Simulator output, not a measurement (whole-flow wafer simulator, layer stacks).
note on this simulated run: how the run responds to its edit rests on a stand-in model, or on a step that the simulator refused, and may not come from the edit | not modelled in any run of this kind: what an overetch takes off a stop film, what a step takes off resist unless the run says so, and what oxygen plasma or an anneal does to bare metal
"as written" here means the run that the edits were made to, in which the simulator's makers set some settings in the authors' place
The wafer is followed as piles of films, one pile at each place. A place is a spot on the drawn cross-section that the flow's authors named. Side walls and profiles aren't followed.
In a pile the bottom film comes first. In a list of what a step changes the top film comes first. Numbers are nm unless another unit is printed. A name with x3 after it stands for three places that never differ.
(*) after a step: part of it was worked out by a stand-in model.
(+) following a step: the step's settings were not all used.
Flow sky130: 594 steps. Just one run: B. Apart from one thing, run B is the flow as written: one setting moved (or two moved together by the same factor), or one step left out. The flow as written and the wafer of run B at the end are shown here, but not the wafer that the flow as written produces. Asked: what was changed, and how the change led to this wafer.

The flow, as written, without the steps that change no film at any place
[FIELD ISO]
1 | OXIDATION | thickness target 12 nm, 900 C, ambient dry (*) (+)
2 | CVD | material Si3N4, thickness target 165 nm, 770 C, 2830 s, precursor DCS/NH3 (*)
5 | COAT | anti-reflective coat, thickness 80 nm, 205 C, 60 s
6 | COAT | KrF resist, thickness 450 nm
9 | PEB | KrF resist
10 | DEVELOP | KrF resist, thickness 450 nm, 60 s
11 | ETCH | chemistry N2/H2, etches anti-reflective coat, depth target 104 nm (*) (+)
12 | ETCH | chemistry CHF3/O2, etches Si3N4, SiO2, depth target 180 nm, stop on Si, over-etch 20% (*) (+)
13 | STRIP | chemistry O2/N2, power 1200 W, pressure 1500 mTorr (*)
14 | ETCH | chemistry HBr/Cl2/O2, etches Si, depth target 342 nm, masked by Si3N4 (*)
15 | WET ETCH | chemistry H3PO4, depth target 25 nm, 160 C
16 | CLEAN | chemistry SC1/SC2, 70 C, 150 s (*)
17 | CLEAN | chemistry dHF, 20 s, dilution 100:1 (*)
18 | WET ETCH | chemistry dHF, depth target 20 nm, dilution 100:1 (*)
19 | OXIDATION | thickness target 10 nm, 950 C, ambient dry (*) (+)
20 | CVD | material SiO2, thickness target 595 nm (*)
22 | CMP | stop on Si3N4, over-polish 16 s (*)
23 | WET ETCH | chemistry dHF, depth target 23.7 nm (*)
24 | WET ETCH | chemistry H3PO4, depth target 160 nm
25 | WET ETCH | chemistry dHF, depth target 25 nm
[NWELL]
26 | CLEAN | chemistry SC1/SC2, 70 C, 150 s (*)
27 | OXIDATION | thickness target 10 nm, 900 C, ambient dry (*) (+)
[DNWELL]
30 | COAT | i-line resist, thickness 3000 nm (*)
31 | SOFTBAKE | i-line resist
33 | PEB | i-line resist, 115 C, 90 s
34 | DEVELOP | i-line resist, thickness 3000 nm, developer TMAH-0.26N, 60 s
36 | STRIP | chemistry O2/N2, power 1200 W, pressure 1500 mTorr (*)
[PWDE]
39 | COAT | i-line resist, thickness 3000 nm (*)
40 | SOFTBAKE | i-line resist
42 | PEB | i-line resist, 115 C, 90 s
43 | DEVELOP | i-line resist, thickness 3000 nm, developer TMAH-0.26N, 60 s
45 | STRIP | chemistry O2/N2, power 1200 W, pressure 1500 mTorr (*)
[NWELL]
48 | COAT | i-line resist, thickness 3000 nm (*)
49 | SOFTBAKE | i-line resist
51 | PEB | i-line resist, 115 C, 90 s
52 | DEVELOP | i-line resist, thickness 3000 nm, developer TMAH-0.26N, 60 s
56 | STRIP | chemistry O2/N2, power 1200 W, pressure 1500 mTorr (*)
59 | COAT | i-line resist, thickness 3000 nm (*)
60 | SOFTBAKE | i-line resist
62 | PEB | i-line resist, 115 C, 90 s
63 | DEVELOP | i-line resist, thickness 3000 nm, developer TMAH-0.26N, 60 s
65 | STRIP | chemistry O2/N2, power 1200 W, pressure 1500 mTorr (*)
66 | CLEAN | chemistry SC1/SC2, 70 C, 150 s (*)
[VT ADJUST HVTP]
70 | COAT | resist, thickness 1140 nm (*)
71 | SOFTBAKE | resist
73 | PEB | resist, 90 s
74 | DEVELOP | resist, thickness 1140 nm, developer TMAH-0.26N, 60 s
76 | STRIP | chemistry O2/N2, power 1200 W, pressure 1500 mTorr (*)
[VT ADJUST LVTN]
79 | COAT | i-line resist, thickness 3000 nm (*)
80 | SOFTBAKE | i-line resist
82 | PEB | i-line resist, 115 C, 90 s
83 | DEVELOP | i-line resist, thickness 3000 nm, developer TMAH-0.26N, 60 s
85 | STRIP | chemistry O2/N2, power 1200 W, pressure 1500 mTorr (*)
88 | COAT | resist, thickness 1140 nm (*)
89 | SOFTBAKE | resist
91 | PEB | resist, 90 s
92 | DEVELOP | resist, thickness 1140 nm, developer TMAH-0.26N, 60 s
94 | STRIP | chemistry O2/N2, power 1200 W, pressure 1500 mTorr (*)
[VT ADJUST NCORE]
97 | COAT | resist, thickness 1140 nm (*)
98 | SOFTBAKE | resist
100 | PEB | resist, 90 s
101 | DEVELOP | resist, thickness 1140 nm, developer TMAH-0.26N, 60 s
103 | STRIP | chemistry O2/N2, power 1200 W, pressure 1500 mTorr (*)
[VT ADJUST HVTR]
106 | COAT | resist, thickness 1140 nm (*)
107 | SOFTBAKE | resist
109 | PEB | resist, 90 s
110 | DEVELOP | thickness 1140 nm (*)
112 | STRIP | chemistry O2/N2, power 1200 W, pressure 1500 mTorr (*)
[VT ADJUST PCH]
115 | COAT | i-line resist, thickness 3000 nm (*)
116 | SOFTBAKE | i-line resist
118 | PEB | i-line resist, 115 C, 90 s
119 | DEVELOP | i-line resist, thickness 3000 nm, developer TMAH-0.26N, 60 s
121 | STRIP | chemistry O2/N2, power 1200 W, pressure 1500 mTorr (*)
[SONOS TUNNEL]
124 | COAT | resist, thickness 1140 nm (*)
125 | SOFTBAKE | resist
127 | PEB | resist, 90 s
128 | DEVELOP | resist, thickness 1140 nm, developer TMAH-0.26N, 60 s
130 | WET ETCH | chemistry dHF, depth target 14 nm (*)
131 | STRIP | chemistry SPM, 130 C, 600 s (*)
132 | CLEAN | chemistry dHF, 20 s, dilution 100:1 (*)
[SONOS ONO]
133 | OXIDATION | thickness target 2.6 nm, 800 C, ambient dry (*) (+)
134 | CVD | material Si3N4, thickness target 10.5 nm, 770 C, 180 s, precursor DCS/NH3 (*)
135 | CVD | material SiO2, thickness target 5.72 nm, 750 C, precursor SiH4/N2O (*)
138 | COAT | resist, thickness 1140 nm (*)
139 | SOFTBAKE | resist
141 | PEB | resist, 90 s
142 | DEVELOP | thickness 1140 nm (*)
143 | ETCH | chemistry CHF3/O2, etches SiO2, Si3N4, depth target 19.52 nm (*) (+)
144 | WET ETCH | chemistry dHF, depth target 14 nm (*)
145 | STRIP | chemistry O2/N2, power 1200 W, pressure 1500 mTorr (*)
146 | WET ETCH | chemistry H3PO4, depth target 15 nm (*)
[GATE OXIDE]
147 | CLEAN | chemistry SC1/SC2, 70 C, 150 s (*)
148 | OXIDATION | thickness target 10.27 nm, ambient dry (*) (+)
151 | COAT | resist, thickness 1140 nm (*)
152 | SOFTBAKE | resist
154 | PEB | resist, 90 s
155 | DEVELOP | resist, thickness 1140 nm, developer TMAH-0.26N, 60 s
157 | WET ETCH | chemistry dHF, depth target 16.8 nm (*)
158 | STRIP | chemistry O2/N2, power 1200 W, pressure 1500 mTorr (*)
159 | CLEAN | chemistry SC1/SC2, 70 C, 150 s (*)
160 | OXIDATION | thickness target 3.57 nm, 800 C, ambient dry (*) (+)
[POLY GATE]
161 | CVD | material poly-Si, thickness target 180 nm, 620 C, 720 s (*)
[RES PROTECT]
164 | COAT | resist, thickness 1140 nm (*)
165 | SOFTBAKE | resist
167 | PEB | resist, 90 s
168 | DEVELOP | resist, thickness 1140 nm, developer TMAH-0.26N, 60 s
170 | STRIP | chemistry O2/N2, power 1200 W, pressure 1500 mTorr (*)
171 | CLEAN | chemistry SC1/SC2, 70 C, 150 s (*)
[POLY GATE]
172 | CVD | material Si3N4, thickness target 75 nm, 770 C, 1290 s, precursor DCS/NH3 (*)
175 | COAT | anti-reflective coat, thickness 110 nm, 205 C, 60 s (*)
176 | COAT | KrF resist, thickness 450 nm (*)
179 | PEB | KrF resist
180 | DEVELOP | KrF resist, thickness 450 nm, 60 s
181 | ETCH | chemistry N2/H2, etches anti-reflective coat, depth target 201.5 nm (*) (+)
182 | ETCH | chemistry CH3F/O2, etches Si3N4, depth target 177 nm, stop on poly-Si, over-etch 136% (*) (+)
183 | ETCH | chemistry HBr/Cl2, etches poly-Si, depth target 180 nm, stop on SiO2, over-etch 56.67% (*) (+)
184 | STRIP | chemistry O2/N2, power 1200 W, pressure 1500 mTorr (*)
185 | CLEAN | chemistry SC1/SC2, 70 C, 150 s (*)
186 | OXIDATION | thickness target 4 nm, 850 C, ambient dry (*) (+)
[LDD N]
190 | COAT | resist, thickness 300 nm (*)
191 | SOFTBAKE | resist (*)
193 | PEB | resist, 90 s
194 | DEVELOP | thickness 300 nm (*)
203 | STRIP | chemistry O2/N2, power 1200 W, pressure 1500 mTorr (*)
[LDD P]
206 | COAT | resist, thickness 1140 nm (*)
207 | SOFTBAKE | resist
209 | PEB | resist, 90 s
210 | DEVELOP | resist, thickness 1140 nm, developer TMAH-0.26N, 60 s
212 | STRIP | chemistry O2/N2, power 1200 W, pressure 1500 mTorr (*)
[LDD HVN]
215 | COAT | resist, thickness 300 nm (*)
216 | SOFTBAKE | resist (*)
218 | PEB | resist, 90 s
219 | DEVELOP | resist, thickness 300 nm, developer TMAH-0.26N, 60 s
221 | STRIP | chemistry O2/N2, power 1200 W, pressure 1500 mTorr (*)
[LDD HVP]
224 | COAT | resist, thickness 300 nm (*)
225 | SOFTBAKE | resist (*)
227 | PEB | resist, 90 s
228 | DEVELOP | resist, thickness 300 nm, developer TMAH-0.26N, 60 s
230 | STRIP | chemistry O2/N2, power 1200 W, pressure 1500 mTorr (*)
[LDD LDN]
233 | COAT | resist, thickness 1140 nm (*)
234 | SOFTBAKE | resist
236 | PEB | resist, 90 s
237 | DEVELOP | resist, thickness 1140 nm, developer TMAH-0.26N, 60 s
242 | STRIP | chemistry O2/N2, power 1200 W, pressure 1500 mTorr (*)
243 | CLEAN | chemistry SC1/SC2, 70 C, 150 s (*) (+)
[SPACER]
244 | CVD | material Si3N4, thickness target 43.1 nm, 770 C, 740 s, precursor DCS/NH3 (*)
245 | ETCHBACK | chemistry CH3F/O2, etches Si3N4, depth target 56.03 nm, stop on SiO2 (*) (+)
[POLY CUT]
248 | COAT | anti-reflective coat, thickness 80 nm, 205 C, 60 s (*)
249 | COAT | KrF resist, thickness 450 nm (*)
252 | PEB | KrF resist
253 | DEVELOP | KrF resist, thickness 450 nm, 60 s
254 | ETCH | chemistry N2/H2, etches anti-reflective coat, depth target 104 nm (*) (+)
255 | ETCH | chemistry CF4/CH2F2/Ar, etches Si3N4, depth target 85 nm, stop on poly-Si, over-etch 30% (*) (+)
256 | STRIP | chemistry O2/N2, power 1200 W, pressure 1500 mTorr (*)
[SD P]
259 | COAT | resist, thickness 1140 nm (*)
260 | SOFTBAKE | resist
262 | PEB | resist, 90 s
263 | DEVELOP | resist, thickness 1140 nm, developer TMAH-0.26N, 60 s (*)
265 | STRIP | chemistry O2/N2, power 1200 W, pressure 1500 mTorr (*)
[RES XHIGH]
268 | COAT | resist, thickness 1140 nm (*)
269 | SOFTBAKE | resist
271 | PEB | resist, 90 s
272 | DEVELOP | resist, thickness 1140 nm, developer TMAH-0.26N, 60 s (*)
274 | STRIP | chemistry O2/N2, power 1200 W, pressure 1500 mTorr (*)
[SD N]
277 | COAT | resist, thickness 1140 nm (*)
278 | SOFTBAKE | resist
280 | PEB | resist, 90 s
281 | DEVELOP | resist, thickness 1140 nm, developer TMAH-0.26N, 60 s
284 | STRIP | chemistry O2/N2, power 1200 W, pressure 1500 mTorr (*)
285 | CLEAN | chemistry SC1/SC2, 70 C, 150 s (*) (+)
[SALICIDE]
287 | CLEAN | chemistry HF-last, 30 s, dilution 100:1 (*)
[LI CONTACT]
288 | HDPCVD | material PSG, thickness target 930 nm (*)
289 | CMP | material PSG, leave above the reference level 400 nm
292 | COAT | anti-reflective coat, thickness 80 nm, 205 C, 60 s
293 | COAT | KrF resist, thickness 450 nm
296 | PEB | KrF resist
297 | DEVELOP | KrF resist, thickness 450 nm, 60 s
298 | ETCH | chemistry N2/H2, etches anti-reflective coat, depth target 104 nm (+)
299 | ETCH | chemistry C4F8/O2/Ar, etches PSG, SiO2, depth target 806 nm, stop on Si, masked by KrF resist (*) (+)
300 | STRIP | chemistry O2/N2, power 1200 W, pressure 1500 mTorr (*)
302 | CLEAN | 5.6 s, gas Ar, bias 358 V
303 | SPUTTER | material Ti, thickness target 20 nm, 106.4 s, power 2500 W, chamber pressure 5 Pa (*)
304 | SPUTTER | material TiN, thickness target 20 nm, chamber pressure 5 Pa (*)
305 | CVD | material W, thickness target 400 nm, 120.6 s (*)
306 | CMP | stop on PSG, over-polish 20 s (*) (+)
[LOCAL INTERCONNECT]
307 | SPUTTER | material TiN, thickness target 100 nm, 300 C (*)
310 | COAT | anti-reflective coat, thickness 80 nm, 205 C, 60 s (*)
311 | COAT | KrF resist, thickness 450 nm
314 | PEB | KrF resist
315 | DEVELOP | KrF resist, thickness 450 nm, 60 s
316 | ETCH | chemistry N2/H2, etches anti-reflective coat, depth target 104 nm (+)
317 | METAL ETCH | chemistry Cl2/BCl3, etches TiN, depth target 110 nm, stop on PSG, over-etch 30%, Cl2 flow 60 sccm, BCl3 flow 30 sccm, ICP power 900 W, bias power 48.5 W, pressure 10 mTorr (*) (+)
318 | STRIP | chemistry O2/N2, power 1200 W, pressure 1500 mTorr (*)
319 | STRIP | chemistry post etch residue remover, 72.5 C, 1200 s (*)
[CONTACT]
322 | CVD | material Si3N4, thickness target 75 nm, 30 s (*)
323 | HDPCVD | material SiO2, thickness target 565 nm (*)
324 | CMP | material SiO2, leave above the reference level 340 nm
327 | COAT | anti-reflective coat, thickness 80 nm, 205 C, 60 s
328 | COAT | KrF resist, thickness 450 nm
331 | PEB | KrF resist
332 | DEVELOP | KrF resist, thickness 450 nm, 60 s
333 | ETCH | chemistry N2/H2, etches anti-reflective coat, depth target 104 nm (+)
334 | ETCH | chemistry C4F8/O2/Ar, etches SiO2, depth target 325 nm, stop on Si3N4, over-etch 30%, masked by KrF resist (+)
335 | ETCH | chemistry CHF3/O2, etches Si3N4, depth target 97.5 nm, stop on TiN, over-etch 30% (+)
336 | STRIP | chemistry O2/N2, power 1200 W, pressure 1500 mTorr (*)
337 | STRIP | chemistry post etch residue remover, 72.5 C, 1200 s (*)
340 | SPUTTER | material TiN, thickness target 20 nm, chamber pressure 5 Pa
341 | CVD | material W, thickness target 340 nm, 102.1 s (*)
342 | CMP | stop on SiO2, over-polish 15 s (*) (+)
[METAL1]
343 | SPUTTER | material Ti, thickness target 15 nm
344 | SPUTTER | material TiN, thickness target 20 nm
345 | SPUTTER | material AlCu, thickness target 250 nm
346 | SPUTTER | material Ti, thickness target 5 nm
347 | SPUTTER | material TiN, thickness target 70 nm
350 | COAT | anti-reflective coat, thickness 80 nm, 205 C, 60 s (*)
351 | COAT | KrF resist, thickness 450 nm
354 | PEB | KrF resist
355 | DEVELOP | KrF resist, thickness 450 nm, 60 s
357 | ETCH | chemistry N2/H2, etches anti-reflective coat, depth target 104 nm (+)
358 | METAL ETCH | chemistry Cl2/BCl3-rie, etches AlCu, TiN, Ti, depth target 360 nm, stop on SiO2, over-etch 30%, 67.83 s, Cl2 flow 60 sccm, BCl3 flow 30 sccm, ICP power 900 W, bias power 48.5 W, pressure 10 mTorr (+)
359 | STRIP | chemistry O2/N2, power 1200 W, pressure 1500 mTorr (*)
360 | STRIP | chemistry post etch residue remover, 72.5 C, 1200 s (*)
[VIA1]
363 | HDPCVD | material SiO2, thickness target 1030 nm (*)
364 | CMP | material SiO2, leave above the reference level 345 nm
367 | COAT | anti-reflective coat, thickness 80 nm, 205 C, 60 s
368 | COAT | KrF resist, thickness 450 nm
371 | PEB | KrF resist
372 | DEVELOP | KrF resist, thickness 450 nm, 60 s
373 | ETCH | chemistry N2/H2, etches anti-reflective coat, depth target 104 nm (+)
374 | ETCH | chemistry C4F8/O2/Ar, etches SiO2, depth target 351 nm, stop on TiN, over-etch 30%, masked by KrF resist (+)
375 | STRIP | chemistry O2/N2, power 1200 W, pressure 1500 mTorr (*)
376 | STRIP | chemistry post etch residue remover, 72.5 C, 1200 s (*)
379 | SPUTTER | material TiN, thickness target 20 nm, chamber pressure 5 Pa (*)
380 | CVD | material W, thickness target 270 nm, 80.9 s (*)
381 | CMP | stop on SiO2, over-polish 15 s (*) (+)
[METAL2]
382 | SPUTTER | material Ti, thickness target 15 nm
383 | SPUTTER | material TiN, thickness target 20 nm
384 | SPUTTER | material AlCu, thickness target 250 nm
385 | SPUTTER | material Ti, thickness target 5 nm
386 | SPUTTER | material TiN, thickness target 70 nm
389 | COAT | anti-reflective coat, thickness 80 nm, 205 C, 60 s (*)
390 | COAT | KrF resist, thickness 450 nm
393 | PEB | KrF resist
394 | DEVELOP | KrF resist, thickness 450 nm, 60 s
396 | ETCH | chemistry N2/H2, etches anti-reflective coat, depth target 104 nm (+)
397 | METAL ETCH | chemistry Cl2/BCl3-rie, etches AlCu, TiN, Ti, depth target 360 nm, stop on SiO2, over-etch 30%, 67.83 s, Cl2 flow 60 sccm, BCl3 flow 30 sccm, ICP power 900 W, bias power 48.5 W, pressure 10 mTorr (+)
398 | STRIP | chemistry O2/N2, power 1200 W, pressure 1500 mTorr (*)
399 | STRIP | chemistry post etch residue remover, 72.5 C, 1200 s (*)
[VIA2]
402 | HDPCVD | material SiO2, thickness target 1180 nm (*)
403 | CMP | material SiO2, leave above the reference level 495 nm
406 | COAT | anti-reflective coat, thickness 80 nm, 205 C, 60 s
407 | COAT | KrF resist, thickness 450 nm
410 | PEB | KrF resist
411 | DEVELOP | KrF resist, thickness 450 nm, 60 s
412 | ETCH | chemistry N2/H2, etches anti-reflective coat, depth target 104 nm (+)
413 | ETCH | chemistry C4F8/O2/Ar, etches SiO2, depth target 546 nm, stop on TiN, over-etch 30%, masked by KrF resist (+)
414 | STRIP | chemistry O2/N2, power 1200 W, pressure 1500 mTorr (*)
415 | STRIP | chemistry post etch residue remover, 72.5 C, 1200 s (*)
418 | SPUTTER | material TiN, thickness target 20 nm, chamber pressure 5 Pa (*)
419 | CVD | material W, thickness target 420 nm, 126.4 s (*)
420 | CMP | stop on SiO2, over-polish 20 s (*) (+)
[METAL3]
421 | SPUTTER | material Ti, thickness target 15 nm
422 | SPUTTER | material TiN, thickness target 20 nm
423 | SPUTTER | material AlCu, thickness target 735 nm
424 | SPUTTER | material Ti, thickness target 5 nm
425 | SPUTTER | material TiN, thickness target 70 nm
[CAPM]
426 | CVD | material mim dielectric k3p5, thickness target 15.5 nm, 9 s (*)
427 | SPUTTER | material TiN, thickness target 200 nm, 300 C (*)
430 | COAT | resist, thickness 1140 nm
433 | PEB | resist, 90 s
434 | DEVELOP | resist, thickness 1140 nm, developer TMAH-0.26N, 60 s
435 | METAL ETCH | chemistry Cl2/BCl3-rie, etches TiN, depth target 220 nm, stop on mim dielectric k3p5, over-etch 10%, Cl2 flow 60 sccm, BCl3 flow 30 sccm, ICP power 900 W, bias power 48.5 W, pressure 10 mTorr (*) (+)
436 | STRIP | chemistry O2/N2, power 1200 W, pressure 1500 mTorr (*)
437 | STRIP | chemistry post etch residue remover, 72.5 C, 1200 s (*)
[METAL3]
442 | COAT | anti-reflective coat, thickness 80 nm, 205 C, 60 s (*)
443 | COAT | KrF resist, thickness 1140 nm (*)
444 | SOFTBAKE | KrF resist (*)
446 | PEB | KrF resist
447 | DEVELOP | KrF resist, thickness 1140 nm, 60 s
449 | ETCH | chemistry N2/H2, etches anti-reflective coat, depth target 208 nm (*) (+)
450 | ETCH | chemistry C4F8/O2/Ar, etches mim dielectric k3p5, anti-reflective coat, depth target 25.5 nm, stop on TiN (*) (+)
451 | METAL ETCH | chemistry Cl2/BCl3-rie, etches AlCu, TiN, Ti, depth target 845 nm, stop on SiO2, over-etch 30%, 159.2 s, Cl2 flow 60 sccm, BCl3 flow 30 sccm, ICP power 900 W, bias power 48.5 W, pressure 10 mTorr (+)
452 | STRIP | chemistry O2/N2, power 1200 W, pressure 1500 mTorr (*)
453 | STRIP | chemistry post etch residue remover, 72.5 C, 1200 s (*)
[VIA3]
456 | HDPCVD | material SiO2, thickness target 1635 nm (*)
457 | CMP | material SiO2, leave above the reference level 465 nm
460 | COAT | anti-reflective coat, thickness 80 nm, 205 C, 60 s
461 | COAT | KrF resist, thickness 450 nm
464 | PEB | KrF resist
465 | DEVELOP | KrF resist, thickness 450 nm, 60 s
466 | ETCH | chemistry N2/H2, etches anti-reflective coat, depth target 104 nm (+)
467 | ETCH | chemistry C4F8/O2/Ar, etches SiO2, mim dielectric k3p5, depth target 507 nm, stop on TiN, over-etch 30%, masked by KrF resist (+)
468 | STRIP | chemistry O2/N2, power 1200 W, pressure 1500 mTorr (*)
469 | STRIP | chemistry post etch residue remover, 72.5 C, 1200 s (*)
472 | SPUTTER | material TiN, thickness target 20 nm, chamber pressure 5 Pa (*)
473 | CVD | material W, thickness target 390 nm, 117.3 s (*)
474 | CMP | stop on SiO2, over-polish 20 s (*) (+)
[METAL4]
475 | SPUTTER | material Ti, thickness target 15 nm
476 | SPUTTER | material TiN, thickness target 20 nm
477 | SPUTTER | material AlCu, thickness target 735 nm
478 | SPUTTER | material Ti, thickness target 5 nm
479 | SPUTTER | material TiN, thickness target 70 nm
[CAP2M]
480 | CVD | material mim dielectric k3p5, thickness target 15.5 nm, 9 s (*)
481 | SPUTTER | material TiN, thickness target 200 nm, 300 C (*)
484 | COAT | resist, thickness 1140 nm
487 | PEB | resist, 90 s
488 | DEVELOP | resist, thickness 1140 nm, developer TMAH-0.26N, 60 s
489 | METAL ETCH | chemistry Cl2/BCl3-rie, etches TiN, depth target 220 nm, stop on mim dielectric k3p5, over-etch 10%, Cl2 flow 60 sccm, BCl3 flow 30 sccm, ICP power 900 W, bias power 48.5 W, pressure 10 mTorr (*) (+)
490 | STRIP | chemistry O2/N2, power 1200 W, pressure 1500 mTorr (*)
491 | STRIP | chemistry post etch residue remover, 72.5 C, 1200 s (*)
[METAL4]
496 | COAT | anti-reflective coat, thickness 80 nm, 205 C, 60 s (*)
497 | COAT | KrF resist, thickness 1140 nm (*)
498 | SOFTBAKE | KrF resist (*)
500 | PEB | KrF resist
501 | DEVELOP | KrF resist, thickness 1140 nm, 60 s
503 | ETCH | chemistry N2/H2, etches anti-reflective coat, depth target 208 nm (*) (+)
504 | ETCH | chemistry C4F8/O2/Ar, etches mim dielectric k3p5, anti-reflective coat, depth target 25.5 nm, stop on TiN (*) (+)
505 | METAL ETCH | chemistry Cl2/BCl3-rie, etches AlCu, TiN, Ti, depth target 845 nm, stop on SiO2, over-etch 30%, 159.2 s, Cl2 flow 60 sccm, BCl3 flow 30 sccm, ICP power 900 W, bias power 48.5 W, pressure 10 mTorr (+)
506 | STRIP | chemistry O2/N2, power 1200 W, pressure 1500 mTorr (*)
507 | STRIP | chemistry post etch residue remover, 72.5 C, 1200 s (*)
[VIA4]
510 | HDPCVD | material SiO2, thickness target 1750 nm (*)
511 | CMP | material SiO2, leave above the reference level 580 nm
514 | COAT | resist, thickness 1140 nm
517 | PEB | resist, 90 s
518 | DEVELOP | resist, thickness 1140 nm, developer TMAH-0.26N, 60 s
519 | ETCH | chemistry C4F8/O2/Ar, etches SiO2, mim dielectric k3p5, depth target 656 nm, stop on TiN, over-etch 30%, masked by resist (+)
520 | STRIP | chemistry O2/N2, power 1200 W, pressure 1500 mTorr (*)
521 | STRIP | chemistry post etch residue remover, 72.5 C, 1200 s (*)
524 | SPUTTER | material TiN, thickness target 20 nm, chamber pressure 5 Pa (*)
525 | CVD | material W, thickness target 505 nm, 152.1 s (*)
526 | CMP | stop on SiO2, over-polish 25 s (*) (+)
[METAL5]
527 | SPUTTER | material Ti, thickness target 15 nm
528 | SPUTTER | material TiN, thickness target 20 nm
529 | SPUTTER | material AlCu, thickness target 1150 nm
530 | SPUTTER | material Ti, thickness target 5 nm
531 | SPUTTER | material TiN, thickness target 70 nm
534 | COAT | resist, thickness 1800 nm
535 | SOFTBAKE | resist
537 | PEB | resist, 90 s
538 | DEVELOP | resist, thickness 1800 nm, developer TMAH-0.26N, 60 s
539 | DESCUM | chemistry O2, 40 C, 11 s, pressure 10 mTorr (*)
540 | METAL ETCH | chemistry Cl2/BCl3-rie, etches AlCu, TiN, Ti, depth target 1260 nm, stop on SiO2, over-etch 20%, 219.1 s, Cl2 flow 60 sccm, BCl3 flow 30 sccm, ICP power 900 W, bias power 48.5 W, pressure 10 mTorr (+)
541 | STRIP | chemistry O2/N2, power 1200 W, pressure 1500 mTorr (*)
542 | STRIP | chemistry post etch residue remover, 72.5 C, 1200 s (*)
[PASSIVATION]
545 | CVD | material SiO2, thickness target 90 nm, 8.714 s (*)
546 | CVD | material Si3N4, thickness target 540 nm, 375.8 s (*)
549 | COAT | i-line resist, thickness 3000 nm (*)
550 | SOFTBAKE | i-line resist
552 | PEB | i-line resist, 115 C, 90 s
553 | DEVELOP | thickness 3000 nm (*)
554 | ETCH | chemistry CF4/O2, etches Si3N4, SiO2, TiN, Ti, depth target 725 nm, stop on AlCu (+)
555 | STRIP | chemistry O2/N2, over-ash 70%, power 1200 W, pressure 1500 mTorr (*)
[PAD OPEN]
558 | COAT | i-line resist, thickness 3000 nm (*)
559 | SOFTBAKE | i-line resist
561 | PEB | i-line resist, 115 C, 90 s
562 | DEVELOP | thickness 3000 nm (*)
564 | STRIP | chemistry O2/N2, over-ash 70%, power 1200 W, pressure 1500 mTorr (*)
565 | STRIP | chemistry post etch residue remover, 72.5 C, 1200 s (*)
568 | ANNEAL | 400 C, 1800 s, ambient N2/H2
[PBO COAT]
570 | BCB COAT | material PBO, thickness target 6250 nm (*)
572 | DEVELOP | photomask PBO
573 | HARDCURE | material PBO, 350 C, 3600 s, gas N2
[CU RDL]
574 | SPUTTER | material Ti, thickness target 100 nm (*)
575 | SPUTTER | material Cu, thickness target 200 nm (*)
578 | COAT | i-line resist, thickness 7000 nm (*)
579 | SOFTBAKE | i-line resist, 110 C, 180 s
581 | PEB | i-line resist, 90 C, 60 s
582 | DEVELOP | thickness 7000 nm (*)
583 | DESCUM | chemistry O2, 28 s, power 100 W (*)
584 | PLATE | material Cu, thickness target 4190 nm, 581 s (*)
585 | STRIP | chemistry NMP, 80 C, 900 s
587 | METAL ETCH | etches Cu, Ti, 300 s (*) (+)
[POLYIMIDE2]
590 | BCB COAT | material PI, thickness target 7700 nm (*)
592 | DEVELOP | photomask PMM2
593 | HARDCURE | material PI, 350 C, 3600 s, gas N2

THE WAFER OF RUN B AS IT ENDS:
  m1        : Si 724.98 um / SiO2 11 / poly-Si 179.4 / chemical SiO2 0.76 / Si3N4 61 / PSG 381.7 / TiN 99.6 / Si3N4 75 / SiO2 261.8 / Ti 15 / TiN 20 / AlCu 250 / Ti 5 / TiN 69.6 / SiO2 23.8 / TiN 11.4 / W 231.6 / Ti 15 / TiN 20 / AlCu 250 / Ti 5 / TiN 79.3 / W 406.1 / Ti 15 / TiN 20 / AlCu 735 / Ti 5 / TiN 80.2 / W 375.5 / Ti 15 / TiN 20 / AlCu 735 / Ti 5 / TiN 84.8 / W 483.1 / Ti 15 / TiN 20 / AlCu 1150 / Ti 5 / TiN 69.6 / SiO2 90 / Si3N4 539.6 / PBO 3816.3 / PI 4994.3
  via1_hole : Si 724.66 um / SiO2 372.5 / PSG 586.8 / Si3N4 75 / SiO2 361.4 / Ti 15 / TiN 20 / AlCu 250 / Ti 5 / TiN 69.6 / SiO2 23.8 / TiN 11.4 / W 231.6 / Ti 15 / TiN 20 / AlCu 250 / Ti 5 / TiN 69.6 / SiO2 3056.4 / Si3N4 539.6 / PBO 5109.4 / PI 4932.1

Cause: step 374, ETCH: depth target 246 nm was run, though the flow has depth target 351 nm.

Step by step, how the change led to this:
  374 | ETCH | chemistry C4F8/O2/Ar, etches SiO2, depth target 351 nm, stop on TiN, over-etch 30%, masked by KrF resist (+)
      m1, via1_hole: -246 SiO2 (as written it would have been: -269.8 SiO2 (all of it))
      field, active, n_well and 186 more: -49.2 KrF resist (as written it would have been: -70.1 KrF resist)
  375 | STRIP | chemistry O2/N2, power 1200 W, pressure 1500 mTorr (*)
      field, active, n_well and 186 more: -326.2 KrF resist (all of it), -80 anti-reflective coat (all of it) (as written it would have been: -305.3 KrF resist (all of it), -80 anti-reflective coat (all of it))
  379 | SPUTTER | material TiN, thickness target 20 nm, chamber pressure 5 Pa (*)
      m1: +11.4 TiN (new film) (as written it would have been: +11 TiN)
      via1_hole: +11.4 TiN (new film) (as written it would have been: +10.9 TiN)
  380 | CVD | material W, thickness target 270 nm, 80.9 s (*)
      m1, via1_hole: +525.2 W (new film) (as written it would have been: +549.9 W (new film))
If metal films that touch count as one body, m1 has 3 bodies (between them, from the top down: SiO2 23.8; SiO2 261.8 / Si3N4 75); the flow as written gives 2 bodies (between them, from the top down: SiO2 261.8 / Si3N4 75).
If metal films that touch count as one body, via1_hole has 2 bodies (between them, from the top down: SiO2 23.8); the flow as written gives 1 body.
